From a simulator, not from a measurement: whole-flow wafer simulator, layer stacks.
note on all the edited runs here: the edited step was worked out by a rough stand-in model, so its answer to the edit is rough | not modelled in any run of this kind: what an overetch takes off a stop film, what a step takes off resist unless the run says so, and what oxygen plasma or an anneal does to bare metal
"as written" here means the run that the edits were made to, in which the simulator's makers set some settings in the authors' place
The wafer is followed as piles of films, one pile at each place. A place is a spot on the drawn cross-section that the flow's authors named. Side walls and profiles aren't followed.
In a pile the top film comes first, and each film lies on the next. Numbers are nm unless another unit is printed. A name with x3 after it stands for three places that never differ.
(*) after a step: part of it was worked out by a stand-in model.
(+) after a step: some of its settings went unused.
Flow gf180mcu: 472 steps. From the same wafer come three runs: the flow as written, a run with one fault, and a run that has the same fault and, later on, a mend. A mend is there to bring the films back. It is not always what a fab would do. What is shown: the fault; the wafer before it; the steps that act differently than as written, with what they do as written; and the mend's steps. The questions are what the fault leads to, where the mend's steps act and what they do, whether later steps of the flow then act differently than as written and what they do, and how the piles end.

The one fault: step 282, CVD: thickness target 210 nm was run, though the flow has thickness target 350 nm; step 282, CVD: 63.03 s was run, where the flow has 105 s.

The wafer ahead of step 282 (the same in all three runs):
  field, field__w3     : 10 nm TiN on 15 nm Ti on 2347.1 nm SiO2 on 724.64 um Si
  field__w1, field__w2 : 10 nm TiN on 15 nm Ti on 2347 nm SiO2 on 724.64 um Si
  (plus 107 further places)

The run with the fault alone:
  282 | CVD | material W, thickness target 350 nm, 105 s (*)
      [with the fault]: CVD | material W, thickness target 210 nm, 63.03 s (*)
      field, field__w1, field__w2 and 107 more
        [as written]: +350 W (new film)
        [with the fault]: +211 W (new film)
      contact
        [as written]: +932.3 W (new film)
        [with the fault]: +793.3 W (new film)
  Later steps of the flow acting differently than as written:
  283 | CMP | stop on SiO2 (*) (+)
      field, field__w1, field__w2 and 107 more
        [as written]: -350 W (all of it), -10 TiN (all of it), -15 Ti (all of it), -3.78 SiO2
        [with the fault]: -211 W (all of it), -10 TiN (all of it), -15 Ti (all of it), -2.38 SiO2
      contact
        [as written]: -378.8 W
        [with the fault]: -238.4 W
  When the end is reached, the piles differ only a little from the flow's at the places that both follow, at most by 2% or 0.5 nm, whichever is larger.

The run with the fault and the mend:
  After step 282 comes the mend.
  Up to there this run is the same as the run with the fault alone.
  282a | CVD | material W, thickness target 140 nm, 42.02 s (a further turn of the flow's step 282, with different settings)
      field, field__w1, field__w2 and 108 more
        +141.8 W
  Every later step of the flow that is run acts as written, at every place that is followed, to within 2% or 0.5 nm, whichever is larger.
  When the end is reached, the piles differ only a little from the flow's at the places that both follow, at most by 2% or 0.5 nm, whichever is larger.
